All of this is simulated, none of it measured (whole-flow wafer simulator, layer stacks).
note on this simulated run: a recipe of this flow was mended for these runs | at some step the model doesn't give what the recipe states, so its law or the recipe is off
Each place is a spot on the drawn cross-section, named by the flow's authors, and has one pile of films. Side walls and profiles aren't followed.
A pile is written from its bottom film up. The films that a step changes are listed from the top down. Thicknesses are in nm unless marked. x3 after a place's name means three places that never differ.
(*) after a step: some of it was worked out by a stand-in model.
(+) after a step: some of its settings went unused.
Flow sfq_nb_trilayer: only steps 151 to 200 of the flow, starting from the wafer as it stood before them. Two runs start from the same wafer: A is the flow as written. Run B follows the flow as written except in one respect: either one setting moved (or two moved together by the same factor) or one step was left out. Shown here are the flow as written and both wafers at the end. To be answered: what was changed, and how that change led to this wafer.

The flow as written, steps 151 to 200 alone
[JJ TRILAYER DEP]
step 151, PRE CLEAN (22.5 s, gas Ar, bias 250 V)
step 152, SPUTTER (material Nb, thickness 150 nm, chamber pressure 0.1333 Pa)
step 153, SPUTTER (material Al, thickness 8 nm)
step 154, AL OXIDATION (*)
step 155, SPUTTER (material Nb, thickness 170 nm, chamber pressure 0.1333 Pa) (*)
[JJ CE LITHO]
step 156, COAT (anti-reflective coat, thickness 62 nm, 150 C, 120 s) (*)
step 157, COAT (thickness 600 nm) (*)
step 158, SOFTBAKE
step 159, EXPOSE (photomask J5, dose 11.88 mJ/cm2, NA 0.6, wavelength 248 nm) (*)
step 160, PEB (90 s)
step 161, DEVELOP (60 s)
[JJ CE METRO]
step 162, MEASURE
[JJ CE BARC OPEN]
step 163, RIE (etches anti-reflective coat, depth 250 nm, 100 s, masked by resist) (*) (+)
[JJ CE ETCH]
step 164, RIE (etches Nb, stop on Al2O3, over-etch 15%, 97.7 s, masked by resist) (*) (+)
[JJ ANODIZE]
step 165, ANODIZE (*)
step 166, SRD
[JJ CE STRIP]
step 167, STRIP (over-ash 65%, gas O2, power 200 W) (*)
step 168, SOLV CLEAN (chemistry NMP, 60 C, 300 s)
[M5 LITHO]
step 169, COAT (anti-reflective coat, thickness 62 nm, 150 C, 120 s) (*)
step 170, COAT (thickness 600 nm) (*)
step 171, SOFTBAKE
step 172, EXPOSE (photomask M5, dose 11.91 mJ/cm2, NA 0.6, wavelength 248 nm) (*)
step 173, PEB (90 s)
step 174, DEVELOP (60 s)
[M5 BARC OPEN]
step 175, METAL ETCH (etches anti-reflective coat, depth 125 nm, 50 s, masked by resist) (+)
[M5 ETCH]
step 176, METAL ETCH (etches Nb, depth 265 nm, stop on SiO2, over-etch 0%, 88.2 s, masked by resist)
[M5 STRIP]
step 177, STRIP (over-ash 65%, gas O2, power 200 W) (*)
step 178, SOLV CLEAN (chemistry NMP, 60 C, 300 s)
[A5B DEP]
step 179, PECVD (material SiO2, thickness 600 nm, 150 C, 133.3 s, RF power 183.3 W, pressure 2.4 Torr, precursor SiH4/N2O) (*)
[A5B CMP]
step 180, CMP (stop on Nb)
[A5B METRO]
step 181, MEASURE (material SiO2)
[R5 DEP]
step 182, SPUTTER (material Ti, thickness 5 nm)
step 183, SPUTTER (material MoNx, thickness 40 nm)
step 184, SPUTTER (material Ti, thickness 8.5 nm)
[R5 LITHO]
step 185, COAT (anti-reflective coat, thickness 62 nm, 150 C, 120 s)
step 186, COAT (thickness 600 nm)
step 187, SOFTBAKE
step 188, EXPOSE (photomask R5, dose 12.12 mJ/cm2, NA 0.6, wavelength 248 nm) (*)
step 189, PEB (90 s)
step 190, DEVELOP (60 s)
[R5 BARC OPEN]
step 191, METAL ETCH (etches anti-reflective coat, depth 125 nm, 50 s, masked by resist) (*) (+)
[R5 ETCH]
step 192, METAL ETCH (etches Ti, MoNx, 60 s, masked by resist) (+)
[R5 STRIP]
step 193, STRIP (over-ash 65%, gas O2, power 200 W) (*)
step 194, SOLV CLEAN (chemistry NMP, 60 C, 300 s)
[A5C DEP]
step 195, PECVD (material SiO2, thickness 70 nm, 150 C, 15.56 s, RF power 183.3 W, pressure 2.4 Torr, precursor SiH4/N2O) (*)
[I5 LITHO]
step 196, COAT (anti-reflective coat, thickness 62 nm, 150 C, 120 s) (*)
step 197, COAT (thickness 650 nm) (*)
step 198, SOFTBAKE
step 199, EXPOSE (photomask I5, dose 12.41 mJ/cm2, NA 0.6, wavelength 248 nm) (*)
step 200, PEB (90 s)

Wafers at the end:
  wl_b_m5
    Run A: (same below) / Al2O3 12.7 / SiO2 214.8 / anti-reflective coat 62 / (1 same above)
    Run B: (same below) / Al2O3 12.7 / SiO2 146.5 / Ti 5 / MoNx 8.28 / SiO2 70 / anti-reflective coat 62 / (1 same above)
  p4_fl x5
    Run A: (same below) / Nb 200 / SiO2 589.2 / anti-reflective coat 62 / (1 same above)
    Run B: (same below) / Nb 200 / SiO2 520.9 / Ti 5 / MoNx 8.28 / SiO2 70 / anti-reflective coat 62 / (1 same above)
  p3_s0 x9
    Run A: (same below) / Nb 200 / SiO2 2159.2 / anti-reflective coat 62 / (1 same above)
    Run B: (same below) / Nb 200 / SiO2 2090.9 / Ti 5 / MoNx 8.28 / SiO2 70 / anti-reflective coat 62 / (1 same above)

The reason: step 192, METAL ETCH: 38 s was run, while the flow as written has 60 s.

Step by step, how the change led to this:
  step 192, METAL ETCH (etches Ti, MoNx, 60 s, masked by resist) (+)
      field_l, v_sur, via_wl and 92 more: A -8.5 Ti (all of it), -40 MoNx (all of it), -5 Ti (all of it), -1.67 SiO2 | B -8.5 Ti (all of it), -31.7 MoNx
      ce_l, c5j, ce_r, wl_jj: A -8.5 Ti (all of it), -40 MoNx (all of it), -5 Ti (all of it), -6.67 Nb | B -8.5 Ti (all of it), -31.7 MoNx
      (as well as at 7 more places)
  step 195, PECVD (material SiO2, thickness 70 nm, 150 C, 15.56 s, RF power 183.3 W, pressure 2.4 Torr, precursor SiH4/N2O) (*)
      field_l, v_sur, via_wl and 92 more: A +70 SiO2 | B +70 SiO2 (new film)
  step 196, COAT (anti-reflective coat, thickness 62 nm, 150 C, 120 s) (*)
      r5r_line_l, r5r_line_c, r5r_line_r: A +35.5 anti-reflective coat (new film) | B +42.3 anti-reflective coat (new film)
      wl_j_sl, wl_j_sr: A +60.5 anti-reflective coat (new film) | B +62 anti-reflective coat (new film)
      (as well as at 12 more places)
If metal films that touch count as one body, wl_b_m5 has 7 bodies (between them, from the top down: SiO2 146.5 / Al2O3 12.7 / Nb2O5 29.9; SiO2 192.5; SiO2 192.5; SiO2 192.5; SiO2 192.5; SiO2 192.5); the flow as written gives 6 bodies (between them, from the top down: SiO2 192.5; SiO2 192.5; SiO2 192.5; SiO2 192.5; SiO2 192.5).
If metal films that touch count as one body, p4_fl x5 has 3 bodies (between them, from the top down: SiO2 520.9; SiO2 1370); the flow as written gives 2 bodies (between them, from the top down: SiO2 1370).
If metal films that touch count as one body, p3_s0 x9 has 2 bodies (between them, from the top down: SiO2 2090.9); the flow as written gives 1 body.
